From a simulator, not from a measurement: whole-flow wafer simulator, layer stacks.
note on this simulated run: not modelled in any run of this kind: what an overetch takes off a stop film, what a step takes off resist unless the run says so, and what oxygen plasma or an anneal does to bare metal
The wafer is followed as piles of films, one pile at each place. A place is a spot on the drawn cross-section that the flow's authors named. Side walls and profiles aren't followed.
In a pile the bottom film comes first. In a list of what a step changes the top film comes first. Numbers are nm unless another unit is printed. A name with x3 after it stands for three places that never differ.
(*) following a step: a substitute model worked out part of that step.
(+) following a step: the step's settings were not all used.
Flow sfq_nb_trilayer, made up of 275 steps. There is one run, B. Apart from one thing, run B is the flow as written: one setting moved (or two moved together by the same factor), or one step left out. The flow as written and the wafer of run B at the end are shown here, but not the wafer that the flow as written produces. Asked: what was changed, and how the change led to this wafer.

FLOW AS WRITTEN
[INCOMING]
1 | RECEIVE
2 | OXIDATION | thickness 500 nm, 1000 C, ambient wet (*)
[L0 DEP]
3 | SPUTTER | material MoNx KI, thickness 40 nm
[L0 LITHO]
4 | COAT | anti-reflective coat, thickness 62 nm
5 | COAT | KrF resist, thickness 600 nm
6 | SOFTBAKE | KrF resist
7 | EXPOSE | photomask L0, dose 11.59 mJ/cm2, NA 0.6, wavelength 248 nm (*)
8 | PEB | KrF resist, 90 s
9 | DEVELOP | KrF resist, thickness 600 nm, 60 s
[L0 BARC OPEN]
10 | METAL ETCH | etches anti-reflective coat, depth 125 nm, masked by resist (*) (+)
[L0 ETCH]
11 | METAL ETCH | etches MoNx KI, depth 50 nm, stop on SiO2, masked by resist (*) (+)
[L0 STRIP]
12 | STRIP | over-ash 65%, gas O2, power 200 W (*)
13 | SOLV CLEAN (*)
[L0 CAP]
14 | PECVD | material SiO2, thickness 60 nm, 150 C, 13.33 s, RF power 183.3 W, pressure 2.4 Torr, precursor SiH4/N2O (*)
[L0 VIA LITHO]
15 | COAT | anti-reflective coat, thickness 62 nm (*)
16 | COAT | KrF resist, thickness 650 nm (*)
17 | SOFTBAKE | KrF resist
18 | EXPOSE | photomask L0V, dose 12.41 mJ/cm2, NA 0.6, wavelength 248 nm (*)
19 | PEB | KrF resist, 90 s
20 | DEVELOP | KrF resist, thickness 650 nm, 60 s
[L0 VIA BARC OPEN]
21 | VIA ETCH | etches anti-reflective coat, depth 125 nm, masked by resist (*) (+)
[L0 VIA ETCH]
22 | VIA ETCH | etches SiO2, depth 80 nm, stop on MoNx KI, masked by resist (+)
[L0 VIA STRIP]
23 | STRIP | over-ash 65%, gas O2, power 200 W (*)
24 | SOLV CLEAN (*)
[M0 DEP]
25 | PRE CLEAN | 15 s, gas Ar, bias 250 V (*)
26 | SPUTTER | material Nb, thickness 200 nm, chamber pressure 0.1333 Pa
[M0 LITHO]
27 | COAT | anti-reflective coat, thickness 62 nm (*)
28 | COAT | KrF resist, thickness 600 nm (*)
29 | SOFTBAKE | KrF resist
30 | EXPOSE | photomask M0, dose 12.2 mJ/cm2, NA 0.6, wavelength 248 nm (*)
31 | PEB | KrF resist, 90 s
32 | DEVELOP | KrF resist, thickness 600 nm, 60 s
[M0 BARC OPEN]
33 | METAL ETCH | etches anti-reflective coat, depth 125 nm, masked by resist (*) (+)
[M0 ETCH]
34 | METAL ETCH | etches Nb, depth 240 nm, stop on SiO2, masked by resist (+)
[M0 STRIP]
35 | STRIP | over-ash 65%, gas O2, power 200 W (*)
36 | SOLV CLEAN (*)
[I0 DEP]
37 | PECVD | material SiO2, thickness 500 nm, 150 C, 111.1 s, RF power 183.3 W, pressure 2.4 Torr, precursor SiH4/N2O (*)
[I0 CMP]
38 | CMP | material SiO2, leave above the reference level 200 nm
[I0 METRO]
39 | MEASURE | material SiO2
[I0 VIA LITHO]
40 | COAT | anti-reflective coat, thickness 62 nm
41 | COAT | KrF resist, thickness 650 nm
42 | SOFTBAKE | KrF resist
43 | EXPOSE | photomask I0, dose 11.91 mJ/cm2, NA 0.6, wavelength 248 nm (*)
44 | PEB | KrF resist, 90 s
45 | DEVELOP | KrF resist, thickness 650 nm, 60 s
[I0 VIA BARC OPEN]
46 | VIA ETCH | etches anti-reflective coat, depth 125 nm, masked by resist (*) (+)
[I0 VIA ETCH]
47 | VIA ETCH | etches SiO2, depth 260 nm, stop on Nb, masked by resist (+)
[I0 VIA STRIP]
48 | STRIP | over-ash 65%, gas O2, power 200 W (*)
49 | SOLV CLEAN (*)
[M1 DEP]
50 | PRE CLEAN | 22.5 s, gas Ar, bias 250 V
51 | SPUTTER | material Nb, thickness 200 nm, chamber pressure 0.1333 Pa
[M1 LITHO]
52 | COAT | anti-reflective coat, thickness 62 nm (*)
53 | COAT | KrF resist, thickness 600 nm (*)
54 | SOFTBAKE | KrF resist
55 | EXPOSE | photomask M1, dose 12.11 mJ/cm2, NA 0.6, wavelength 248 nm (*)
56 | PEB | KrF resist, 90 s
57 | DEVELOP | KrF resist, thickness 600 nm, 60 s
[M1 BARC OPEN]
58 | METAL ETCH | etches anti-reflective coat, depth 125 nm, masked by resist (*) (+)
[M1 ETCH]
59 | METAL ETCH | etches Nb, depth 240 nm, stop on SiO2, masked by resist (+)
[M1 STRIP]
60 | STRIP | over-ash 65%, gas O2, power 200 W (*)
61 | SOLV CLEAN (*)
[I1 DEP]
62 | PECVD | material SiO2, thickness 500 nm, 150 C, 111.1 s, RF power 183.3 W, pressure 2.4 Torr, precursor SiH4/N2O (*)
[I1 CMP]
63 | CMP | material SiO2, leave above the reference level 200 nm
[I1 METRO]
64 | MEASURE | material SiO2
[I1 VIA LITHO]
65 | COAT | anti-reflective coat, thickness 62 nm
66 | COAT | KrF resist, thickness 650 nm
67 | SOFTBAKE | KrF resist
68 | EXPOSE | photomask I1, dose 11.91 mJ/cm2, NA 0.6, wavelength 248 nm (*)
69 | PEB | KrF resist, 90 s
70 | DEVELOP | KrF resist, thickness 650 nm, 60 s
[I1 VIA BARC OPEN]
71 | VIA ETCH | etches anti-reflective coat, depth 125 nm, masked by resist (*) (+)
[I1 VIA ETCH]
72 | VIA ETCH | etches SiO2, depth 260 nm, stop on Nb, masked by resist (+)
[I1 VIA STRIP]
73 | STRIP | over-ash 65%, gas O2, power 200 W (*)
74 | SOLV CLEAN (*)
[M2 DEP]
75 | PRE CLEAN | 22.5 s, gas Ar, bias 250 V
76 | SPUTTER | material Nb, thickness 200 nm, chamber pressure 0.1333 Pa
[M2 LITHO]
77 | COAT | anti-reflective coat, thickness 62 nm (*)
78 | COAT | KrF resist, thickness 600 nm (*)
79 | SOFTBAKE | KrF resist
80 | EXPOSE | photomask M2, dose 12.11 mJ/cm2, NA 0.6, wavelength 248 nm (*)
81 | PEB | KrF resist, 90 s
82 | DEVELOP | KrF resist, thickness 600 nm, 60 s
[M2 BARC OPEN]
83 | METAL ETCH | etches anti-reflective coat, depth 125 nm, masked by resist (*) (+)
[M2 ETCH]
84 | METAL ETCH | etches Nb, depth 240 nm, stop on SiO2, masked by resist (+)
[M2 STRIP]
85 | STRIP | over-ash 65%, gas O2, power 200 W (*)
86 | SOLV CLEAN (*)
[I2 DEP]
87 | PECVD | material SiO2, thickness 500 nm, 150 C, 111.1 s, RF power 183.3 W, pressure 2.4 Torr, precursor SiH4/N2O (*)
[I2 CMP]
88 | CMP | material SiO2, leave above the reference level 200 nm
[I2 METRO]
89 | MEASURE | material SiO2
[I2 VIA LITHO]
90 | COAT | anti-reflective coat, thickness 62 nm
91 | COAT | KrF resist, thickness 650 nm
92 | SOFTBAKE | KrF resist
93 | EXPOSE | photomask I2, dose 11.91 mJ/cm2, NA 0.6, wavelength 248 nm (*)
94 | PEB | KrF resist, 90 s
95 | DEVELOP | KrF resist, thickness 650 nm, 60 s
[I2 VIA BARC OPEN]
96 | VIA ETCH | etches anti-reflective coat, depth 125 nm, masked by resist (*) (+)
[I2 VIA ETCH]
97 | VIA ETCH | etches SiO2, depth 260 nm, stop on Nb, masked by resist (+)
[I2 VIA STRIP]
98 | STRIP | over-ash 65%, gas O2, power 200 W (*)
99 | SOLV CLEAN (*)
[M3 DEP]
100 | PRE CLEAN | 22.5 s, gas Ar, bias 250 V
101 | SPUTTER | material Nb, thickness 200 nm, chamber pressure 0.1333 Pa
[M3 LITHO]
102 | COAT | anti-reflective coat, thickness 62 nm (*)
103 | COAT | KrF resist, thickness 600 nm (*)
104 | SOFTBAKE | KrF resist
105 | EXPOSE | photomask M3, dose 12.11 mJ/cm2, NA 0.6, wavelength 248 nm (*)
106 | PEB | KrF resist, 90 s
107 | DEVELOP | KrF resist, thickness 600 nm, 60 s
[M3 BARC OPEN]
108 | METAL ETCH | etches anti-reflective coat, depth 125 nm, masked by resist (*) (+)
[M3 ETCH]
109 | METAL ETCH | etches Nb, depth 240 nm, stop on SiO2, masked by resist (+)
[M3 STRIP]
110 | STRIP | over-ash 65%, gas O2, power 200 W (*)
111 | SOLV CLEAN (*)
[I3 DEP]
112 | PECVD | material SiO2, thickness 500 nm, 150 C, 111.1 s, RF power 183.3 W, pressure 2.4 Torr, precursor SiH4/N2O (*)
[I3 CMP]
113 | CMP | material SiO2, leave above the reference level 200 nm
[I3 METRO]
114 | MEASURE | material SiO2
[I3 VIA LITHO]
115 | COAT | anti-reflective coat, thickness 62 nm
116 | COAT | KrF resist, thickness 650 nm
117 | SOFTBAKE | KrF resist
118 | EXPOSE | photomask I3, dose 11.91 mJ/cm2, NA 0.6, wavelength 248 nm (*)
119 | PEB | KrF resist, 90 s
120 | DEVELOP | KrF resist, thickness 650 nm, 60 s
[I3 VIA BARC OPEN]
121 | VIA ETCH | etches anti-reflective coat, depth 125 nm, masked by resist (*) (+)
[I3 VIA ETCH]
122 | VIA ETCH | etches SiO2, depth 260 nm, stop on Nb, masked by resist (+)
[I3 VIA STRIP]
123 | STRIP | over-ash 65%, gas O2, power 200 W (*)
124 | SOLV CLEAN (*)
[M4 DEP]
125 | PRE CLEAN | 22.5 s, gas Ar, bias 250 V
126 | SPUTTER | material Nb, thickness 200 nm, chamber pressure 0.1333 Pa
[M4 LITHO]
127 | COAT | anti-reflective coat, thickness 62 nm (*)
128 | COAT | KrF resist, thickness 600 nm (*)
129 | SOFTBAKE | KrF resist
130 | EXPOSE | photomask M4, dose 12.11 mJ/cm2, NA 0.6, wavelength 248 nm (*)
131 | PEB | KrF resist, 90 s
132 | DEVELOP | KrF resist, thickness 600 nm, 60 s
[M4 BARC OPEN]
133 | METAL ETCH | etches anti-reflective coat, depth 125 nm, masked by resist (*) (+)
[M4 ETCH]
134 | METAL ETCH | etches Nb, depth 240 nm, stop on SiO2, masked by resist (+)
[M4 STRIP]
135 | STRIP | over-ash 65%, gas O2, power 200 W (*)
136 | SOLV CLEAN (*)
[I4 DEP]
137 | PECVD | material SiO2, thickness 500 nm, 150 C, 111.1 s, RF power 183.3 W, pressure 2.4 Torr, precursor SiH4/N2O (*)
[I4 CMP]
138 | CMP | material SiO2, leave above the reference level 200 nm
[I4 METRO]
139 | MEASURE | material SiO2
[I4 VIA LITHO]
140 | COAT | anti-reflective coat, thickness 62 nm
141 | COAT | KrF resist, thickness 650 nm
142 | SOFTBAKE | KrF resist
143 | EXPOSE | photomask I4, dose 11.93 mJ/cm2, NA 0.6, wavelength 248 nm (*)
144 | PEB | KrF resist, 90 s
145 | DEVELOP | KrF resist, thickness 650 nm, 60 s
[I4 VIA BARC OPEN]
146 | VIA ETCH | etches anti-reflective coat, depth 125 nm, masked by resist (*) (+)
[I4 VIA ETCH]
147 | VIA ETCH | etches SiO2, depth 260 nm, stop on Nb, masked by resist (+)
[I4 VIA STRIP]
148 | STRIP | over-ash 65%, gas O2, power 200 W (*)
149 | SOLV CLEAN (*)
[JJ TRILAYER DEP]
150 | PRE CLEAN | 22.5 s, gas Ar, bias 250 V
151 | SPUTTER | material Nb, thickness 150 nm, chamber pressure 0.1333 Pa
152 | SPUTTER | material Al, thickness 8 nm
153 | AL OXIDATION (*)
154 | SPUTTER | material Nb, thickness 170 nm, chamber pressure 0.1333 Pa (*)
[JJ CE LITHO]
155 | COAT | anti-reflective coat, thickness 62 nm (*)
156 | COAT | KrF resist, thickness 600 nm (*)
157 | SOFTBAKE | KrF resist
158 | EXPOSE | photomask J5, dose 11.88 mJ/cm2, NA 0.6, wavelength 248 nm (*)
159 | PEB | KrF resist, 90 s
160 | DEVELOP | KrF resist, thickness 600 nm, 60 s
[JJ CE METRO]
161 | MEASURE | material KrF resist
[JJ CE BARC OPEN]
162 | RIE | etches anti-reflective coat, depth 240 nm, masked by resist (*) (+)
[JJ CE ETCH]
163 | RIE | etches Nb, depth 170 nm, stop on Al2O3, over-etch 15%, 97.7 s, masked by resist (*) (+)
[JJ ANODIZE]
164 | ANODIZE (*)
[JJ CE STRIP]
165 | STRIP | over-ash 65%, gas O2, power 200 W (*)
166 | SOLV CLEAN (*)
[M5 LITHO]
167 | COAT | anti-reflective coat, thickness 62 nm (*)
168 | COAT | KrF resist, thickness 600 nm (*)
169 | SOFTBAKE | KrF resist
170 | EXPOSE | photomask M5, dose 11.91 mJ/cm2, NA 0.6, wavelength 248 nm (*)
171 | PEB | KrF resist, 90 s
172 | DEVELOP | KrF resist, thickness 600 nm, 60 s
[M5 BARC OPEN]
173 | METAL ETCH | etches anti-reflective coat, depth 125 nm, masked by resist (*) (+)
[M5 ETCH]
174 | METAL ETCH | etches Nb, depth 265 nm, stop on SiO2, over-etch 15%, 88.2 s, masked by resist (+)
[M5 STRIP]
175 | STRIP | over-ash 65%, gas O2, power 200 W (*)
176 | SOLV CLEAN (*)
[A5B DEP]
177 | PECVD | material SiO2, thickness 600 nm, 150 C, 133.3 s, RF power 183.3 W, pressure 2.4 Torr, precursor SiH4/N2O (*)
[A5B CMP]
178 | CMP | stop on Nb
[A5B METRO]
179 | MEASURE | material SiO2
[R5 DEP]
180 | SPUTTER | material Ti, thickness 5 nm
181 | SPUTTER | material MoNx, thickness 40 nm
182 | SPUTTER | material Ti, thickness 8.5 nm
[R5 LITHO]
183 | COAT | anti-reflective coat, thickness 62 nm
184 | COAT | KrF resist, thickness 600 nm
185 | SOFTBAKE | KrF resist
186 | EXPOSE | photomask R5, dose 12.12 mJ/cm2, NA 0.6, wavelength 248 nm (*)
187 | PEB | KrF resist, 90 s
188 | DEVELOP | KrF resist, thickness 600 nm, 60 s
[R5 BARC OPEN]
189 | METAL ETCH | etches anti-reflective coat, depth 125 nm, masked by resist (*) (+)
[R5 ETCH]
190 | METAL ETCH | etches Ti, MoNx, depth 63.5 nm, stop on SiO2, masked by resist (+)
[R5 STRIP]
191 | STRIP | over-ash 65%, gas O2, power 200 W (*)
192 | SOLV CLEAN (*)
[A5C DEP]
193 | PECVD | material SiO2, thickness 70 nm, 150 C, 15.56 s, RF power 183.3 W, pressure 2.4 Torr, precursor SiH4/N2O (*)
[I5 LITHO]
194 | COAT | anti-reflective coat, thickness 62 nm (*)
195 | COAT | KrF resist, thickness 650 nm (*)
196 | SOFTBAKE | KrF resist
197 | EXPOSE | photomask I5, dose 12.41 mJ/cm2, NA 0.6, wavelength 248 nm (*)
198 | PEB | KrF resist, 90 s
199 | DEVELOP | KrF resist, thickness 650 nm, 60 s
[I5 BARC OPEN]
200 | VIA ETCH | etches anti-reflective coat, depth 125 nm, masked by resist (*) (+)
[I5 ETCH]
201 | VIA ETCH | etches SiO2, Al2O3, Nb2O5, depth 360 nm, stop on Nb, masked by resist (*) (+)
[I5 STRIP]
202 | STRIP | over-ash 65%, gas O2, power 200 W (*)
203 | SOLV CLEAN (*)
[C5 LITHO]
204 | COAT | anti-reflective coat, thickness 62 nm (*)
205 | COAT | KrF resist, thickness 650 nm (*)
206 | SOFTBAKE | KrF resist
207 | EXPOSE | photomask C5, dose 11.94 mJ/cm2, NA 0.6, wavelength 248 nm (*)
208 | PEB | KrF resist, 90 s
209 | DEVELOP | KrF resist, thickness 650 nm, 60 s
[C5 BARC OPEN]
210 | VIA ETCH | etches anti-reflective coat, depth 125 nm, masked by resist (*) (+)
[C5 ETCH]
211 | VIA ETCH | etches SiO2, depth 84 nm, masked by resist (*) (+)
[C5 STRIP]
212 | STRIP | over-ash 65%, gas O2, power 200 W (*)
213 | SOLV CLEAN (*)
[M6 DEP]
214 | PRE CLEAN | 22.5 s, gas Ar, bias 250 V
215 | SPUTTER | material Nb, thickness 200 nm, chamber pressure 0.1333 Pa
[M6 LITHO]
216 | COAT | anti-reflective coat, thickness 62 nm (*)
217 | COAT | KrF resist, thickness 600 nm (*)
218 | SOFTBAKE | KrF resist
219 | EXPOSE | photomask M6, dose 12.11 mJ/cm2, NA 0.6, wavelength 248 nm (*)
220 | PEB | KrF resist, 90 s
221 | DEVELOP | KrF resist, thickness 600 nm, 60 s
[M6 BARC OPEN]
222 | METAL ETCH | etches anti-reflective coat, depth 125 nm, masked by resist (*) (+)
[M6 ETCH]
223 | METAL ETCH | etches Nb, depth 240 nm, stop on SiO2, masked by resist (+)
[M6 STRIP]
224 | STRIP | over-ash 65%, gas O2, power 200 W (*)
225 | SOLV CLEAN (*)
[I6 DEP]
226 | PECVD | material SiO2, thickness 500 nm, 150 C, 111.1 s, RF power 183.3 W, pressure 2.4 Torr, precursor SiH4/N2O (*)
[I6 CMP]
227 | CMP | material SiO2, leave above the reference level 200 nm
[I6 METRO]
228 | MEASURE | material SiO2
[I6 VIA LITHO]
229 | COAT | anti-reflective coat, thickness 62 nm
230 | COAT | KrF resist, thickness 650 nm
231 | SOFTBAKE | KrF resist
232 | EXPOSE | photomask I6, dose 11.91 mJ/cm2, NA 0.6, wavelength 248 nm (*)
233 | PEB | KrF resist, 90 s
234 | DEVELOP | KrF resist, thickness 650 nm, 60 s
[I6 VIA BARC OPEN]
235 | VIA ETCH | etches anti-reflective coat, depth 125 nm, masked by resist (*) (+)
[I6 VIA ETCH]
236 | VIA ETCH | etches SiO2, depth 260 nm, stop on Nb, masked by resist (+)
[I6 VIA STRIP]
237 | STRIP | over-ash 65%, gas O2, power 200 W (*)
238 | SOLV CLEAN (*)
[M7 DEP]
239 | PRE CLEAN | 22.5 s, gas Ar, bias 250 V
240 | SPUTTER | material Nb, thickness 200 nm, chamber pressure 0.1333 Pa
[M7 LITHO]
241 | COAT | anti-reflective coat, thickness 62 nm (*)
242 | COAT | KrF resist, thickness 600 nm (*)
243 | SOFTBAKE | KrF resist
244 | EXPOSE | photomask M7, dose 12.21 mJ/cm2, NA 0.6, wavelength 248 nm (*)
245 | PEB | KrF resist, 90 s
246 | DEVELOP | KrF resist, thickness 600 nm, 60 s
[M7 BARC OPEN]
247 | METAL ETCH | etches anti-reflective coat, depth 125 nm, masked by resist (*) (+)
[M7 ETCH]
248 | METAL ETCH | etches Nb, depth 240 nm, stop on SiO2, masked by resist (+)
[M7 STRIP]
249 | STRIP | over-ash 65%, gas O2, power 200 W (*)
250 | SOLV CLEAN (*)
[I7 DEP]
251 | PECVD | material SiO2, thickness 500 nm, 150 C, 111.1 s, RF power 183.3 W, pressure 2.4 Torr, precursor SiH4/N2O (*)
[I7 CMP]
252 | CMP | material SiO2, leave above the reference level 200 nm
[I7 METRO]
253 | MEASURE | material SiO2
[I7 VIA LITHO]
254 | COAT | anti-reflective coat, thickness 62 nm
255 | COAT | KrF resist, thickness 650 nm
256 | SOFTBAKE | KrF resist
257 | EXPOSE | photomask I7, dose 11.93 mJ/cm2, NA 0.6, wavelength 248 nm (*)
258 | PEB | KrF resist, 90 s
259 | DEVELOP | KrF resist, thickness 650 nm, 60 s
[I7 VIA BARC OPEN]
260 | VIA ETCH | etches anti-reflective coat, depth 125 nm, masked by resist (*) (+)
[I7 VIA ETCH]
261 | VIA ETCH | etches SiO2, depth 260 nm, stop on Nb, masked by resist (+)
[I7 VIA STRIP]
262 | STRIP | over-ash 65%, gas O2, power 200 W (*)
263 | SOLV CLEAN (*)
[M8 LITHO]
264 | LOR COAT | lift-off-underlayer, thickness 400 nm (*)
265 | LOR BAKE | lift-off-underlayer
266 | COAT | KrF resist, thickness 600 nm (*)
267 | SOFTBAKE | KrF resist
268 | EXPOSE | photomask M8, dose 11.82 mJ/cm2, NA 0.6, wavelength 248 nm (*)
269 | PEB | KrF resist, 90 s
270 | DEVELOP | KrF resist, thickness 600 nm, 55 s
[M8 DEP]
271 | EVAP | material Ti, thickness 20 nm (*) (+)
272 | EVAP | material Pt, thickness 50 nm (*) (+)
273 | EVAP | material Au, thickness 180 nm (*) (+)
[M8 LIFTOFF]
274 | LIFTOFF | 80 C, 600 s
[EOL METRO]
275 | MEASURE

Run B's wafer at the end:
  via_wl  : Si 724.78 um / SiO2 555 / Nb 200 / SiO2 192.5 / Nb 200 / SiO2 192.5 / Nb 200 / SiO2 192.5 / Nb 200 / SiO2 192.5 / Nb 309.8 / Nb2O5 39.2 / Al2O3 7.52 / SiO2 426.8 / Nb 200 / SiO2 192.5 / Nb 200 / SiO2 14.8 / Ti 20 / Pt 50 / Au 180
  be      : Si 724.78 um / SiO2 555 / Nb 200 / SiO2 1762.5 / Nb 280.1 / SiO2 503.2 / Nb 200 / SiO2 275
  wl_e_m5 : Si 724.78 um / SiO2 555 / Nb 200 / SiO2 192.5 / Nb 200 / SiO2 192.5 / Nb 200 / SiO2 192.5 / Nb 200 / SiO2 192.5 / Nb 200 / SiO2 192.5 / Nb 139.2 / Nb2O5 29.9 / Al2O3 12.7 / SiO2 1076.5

What caused this: step 252, CMP: leave above the reference level 275 nm was run, while the flow as written has leave above the reference level 200 nm.
One can read it off the wafer: be has SiO2 275, and step 252 as written asks for 200 nm.

Step by step, how the change led to this:
  252 | CMP | material SiO2, leave above the reference level 200 nm
      field_l, p4_fl, p4_fm and 56 more: -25 SiO2 (as written it would have been: -100 SiO2)
      v_sur, via_wl, via_w and 37 more: -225 SiO2 (as written it would have been: -300 SiO2)
      (also at 7 further places)
  261 | VIA ETCH | etches SiO2, depth 260 nm, stop on Nb, masked by resist (+)
      via_wl, via_w, via_wr: -260 SiO2 (as written it would have been: -199.8 SiO2 (all of it))
  264 | LOR COAT | lift-off-underlayer, thickness 400 nm (*)
      via_wl, via_wr: +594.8 lift-off-underlayer (new film) (as written it would have been: +549.8 lift-off-underlayer (new film))
      v_sur: +360.2 lift-off-underlayer (new film) (as written it would have been: +369.4 lift-off-underlayer (new film))
      (also at 1 further place)
  270 | DEVELOP | KrF resist, thickness 600 nm, 55 s
      v_sur: -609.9 KrF resist (all of it), -360.2 lift-off-underlayer (all of it) (as written it would have been: -607.3 KrF resist (all of it), -369.4 lift-off-underlayer (all of it))
      via_wl: -631.4 KrF resist (all of it), -594.8 lift-off-underlayer (all of it) (as written it would have been: -623.9 KrF resist (all of it), -549.8 lift-off-underlayer (all of it))
      (also at 2 further places)
If metal films that touch count as one body, via_wl has 8 bodies (between them, from the top down: SiO2 14.8; SiO2 192.5; SiO2 426.8 / Al2O3 7.52 / Nb2O5 39.2; SiO2 192.5; SiO2 192.5; SiO2 192.5; SiO2 192.5); the flow as written gives 7 bodies (between them, from the top down: SiO2 192.5; SiO2 426.8 / Al2O3 7.52 / Nb2O5 39.2; SiO2 192.5; SiO2 192.5; SiO2 192.5; SiO2 192.5).
